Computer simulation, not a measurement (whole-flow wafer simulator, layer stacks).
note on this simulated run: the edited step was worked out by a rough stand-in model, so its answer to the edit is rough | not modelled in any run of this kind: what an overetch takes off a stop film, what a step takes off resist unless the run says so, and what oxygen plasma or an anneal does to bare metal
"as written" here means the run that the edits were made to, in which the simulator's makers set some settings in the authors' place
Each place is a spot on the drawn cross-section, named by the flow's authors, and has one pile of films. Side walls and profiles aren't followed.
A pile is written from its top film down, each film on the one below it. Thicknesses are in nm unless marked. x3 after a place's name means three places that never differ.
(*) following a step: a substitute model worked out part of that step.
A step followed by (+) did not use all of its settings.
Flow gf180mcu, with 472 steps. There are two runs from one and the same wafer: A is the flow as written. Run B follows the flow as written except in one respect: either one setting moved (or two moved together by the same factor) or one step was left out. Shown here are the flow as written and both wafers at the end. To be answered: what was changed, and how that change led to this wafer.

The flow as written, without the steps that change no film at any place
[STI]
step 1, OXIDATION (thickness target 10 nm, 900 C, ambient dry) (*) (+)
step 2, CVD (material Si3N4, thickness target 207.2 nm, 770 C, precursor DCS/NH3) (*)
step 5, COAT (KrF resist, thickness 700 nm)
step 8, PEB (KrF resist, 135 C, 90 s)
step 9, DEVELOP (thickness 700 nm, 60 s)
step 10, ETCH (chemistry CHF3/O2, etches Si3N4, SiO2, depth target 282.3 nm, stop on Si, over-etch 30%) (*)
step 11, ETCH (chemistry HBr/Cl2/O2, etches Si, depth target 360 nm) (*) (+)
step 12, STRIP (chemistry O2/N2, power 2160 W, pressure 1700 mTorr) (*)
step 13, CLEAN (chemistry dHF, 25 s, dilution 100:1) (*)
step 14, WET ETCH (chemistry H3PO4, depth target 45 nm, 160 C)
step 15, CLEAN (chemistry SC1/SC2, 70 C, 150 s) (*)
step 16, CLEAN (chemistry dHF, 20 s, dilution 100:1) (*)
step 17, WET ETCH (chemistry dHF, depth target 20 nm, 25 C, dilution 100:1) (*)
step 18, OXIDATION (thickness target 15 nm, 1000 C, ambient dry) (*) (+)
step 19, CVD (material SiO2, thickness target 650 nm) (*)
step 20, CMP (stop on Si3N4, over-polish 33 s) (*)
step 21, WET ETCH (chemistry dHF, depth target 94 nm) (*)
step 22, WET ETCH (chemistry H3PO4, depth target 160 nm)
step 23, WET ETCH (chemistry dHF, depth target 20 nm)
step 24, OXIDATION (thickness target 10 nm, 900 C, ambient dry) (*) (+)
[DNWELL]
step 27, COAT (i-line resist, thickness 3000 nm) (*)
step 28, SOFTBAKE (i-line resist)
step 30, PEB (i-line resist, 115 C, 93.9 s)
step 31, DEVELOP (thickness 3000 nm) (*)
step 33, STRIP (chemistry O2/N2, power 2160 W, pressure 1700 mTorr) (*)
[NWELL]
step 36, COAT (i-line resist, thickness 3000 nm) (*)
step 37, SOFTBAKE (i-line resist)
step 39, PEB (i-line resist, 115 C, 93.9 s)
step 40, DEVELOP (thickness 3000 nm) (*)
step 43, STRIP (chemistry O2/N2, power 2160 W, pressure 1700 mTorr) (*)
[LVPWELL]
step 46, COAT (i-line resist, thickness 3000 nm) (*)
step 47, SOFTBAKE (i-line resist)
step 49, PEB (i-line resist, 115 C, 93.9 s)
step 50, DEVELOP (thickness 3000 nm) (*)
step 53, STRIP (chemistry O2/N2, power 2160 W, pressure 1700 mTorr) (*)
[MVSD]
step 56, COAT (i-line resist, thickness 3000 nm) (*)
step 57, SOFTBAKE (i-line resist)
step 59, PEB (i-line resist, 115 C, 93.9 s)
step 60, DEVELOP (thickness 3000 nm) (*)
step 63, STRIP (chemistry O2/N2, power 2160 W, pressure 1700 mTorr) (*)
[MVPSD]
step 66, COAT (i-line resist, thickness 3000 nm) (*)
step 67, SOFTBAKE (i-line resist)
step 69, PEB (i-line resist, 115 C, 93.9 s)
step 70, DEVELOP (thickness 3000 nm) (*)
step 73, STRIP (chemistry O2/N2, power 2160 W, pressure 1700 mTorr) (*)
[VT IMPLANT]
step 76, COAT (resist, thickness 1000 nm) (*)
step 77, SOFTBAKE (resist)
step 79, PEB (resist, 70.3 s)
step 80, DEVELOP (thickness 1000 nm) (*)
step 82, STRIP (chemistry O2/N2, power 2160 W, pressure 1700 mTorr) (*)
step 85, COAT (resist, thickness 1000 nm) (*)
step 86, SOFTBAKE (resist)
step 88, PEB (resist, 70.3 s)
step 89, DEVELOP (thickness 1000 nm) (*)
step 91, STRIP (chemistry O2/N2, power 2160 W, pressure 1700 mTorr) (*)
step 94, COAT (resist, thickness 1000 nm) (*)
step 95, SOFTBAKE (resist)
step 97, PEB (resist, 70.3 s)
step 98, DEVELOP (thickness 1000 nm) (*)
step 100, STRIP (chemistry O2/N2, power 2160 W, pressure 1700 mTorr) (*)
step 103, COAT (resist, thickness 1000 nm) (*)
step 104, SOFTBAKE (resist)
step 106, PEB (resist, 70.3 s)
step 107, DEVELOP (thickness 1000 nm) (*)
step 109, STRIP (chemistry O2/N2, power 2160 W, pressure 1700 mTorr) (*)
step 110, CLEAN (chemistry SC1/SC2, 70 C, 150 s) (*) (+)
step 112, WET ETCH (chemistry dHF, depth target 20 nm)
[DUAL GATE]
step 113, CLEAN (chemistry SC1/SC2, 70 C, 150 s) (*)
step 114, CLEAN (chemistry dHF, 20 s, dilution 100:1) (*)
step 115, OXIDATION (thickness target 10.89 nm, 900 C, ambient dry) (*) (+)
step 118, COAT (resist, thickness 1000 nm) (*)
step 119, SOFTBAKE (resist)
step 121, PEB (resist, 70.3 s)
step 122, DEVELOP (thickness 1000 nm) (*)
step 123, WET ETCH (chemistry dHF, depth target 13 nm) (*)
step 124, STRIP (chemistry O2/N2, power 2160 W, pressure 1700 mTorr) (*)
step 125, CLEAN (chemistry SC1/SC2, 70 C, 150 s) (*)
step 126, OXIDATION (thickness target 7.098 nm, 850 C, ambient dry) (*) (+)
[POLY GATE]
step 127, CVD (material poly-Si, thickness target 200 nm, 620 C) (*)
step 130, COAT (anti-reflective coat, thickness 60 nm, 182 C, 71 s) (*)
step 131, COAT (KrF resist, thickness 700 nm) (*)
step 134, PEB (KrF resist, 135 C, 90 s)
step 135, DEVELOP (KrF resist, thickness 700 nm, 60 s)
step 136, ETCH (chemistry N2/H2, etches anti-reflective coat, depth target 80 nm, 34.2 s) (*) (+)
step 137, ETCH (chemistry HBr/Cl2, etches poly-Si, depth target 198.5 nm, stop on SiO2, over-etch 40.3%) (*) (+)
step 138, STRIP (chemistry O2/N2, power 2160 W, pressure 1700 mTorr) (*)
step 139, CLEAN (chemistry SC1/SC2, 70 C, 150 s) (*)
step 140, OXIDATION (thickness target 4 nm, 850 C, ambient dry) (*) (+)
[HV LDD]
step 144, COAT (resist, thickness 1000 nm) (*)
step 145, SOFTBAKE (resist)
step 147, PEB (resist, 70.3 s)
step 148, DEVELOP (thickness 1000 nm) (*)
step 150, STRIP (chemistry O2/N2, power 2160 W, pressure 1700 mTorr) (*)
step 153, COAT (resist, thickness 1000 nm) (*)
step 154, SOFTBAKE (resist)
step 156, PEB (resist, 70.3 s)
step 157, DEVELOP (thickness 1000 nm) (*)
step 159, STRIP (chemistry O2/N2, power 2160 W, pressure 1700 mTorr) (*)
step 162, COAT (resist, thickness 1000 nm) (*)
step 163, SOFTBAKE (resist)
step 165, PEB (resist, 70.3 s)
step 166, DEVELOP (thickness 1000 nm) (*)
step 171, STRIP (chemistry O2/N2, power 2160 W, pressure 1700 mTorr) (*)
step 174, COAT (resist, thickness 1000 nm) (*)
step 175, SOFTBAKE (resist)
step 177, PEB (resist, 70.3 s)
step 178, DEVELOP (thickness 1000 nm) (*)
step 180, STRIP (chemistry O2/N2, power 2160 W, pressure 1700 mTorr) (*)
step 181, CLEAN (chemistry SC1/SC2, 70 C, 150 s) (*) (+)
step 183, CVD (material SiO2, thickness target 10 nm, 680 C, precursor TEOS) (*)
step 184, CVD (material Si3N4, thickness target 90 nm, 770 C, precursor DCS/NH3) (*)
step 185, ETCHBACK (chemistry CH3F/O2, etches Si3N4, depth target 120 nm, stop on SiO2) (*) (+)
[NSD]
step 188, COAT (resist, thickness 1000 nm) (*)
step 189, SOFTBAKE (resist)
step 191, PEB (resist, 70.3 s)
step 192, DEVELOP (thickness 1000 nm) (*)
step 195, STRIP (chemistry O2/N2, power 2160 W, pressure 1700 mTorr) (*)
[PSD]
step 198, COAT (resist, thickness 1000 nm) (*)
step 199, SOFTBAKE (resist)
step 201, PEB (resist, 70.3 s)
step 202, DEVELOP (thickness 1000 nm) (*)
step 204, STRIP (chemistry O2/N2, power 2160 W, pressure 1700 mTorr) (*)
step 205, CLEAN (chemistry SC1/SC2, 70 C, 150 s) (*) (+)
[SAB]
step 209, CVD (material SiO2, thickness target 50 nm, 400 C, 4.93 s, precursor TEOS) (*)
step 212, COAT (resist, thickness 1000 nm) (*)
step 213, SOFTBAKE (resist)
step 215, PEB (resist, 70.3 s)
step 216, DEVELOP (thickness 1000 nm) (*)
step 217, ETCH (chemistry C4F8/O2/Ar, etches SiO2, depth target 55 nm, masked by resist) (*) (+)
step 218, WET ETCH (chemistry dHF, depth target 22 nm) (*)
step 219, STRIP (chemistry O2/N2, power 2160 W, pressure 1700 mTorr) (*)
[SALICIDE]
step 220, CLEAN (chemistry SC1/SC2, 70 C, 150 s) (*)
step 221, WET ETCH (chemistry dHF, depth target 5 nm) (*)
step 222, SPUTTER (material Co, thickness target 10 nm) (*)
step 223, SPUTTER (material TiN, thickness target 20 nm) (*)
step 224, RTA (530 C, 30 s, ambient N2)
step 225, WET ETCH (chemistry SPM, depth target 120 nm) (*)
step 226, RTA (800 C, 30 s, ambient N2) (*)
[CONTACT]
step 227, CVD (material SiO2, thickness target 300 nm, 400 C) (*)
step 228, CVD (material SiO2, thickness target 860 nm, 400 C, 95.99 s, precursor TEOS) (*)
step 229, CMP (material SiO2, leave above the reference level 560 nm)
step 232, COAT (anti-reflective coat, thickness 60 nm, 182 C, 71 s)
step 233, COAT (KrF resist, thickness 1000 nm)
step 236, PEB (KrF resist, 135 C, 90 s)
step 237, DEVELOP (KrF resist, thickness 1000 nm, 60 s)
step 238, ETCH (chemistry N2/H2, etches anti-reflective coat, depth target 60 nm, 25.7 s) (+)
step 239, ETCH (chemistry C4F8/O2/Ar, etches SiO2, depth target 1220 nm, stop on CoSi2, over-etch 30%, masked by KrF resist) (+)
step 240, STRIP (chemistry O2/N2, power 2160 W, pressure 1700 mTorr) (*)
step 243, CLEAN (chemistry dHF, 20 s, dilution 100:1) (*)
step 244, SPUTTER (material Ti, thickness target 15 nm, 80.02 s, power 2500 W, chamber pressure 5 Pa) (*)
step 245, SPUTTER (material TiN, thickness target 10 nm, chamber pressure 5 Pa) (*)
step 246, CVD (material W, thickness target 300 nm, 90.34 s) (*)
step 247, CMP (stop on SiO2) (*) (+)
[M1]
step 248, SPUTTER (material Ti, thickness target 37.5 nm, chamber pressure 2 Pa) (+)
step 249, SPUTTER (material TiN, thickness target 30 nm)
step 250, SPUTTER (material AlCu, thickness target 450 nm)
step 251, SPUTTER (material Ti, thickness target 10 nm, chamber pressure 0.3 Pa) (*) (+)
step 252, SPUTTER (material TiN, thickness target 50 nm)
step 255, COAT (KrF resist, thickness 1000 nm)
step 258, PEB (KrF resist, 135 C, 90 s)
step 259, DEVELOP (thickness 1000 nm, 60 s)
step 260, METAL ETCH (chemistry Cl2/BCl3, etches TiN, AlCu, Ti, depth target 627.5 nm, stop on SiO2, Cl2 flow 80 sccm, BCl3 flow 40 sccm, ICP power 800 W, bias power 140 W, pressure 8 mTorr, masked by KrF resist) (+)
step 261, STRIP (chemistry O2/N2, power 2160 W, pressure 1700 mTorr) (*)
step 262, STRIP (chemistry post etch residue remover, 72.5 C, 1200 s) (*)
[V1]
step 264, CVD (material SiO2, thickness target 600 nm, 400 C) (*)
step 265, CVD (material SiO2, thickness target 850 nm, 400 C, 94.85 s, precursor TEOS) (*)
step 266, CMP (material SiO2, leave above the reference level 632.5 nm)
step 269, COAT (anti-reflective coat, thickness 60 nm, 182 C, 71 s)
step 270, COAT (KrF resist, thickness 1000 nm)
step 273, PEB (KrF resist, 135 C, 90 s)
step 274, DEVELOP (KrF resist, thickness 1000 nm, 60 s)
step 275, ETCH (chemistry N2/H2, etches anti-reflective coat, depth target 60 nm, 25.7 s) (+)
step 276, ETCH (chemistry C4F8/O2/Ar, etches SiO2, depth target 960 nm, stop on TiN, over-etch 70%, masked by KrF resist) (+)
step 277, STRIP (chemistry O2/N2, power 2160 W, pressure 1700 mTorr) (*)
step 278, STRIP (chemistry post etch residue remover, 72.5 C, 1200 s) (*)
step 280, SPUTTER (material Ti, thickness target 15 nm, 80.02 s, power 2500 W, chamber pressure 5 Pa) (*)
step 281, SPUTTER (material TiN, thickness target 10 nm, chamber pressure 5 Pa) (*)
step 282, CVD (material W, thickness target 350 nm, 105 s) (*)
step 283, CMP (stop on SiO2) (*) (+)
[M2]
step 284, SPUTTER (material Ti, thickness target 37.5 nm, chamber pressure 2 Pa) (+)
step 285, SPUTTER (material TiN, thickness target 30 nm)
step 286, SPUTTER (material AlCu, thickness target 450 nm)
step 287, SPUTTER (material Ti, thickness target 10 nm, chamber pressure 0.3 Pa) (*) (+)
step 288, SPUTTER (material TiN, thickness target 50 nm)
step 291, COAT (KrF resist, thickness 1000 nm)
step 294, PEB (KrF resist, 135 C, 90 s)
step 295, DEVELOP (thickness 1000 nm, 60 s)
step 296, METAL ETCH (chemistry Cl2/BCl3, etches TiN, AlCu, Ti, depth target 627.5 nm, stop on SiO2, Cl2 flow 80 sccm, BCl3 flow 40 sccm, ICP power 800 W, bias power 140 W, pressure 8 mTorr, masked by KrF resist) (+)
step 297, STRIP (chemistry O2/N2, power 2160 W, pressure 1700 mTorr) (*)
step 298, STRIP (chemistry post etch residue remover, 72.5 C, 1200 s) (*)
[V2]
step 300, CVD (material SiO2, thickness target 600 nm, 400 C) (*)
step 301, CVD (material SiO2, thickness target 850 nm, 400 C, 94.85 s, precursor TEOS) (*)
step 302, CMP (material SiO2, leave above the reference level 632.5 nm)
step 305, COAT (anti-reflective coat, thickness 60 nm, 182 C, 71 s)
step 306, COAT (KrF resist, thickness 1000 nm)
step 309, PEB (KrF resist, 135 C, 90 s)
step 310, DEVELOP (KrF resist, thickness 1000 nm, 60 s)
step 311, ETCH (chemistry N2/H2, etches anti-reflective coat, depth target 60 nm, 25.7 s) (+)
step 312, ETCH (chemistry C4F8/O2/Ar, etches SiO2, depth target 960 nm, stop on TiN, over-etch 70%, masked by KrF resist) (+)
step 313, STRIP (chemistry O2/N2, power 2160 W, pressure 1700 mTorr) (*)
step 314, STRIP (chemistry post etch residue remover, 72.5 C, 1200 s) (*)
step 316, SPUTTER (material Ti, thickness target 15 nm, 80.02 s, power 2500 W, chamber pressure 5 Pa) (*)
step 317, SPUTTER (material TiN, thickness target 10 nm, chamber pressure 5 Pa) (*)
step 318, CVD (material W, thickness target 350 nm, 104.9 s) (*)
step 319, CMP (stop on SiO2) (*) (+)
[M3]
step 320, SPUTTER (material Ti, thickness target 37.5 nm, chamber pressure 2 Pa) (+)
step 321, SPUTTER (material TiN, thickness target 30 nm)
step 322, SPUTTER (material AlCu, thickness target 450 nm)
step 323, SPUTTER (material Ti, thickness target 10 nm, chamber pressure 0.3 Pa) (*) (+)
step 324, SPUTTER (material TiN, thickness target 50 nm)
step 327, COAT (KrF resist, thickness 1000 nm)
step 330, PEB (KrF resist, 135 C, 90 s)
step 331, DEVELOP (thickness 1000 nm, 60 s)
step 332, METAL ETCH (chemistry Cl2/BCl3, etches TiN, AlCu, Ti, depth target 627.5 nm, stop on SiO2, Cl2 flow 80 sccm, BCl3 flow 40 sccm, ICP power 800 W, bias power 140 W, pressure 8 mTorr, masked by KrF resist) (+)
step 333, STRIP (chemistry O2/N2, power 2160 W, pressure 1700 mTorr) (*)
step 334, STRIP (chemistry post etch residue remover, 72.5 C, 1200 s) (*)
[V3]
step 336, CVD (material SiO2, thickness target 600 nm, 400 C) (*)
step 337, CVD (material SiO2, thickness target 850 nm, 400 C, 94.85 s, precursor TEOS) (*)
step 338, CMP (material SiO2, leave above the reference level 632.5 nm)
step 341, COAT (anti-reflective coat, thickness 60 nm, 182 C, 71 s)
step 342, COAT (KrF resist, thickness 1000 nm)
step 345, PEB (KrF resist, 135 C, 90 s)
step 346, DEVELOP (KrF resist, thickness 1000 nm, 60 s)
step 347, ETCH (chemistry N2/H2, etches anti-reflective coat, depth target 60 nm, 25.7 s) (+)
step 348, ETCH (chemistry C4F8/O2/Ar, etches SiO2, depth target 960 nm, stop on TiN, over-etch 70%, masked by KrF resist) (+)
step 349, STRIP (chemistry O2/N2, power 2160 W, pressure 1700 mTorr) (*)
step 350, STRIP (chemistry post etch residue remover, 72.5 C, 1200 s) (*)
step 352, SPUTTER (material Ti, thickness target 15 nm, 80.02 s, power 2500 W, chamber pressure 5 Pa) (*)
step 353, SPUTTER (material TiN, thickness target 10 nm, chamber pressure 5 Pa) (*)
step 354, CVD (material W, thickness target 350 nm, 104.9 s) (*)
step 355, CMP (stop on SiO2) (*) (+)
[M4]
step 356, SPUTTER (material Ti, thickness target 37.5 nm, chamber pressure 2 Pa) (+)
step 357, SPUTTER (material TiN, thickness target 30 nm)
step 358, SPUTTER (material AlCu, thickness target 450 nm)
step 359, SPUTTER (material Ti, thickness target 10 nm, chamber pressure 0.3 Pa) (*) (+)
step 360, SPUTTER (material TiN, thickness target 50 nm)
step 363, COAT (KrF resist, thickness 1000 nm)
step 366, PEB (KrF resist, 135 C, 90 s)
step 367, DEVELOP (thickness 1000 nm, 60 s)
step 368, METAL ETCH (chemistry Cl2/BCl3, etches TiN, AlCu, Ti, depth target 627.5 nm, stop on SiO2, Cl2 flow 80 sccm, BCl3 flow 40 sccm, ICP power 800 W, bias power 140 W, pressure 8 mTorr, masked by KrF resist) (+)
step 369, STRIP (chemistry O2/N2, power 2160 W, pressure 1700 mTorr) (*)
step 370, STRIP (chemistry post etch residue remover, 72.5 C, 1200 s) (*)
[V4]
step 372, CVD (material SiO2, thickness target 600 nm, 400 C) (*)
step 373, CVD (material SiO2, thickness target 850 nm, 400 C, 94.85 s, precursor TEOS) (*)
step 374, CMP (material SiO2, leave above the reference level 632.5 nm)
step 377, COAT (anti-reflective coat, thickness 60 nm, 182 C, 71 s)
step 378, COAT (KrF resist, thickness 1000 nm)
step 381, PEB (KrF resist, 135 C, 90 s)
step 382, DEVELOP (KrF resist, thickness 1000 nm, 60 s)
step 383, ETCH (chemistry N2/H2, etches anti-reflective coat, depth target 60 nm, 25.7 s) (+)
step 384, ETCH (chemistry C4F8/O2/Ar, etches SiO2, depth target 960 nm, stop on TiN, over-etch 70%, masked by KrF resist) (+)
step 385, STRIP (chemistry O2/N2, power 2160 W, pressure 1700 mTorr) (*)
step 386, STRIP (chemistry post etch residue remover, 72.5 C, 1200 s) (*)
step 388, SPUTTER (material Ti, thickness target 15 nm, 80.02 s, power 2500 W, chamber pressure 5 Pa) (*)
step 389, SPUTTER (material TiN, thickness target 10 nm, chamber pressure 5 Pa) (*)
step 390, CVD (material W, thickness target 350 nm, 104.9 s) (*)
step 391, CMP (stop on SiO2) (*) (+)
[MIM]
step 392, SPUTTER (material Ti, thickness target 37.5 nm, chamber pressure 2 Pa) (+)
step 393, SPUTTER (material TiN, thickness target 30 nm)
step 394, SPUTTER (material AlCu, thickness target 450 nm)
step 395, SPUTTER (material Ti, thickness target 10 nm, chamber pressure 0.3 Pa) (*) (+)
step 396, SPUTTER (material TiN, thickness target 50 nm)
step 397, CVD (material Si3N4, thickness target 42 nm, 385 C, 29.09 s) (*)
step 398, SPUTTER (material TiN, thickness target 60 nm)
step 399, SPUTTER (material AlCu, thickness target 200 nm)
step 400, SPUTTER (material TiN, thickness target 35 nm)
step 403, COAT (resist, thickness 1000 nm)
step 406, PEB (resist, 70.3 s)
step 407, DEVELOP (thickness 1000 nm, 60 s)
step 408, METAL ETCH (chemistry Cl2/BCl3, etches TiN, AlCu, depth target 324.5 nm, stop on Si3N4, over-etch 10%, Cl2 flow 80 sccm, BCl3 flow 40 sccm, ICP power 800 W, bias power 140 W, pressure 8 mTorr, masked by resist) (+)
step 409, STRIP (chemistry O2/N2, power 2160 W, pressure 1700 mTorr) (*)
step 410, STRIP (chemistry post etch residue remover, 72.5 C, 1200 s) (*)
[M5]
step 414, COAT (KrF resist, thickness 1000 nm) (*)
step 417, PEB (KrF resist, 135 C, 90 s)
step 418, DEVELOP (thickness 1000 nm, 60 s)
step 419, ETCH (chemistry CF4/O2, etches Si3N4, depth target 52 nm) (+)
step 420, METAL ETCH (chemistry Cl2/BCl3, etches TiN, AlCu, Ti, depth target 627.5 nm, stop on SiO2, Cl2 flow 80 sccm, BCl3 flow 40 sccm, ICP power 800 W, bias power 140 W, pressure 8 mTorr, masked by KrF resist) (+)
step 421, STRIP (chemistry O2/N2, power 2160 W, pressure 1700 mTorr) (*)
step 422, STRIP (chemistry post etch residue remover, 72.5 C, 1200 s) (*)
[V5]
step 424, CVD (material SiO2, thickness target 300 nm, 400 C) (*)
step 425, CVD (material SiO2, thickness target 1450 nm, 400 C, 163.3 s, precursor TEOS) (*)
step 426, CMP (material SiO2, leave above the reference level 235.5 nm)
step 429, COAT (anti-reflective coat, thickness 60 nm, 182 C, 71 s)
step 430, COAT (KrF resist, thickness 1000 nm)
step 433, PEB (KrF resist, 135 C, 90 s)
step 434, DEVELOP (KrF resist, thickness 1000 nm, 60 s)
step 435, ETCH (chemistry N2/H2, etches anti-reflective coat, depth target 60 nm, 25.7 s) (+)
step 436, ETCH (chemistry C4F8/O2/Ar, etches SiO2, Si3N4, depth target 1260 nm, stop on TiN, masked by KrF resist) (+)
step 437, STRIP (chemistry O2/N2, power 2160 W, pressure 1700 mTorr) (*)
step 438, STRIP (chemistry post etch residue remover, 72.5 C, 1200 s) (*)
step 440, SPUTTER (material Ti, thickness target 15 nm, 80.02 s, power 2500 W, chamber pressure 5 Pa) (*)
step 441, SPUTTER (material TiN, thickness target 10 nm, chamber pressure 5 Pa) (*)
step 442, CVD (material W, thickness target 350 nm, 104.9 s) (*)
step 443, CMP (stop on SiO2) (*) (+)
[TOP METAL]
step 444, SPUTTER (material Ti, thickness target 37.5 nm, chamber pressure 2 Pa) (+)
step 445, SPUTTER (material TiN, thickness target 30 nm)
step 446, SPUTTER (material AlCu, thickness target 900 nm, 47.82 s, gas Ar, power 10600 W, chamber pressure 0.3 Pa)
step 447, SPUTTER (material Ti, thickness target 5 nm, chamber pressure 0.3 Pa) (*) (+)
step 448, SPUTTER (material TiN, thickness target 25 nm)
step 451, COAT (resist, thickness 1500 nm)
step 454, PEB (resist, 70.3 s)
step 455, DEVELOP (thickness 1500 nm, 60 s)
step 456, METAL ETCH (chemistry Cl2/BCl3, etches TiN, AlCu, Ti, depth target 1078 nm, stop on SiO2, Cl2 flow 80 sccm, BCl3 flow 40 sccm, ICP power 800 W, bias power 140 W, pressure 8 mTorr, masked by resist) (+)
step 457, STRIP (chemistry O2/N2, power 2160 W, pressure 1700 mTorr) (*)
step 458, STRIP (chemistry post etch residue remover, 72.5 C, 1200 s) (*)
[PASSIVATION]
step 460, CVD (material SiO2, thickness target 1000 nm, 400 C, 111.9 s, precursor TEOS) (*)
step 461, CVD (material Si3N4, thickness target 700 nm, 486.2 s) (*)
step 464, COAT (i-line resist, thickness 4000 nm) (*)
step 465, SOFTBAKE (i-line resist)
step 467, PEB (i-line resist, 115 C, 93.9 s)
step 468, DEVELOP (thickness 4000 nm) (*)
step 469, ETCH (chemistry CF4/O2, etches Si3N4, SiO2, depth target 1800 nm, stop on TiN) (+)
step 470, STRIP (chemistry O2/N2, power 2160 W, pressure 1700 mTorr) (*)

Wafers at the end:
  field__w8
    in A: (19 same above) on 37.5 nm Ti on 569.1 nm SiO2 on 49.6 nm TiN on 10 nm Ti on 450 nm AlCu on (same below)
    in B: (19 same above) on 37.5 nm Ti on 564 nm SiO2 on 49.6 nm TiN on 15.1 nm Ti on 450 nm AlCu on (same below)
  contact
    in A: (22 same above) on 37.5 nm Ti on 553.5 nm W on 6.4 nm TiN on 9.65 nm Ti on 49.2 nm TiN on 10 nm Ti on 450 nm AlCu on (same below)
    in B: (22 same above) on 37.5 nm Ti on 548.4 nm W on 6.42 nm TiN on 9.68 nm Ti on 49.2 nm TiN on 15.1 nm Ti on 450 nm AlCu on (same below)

Cause: step 323, SPUTTER: thickness target 15.1 nm was run, though the flow has thickness target 10 nm.
The wafer itself shows it: field__w8 has Ti 15.1, and step 323 as written asks for 10 nm.

How this came from the change, step by step:
  step 323, SPUTTER (material Ti, thickness target 10 nm, chamber pressure 0.3 Pa) (*) (+)
      field, field__w1, field__w2 and 108 more: A Ti gains 10 (new film) | B Ti gains 15.1 (new film)
  step 332, METAL ETCH (chemistry Cl2/BCl3, etches TiN, AlCu, Ti, depth target 627.5 nm, stop on SiO2, Cl2 flow 80 sccm, BCl3 flow 40 sccm, ICP power 800 W, bias power 140 W, pressure 8 mTorr, masked by KrF resist) (+)
      field, field__w1, field__w2 and 103 more: A TiN loses 50 (all of it), Ti loses 10 (all of it), AlCu loses 450 (all of it), TiN loses 30 (all of it), Ti loses 37.5 (all of it) | B TiN loses 50 (all of it), Ti loses 15.1 (all of it), AlCu loses 450 (all of it), TiN loses 30 (all of it), Ti loses 37.5 (all of it)
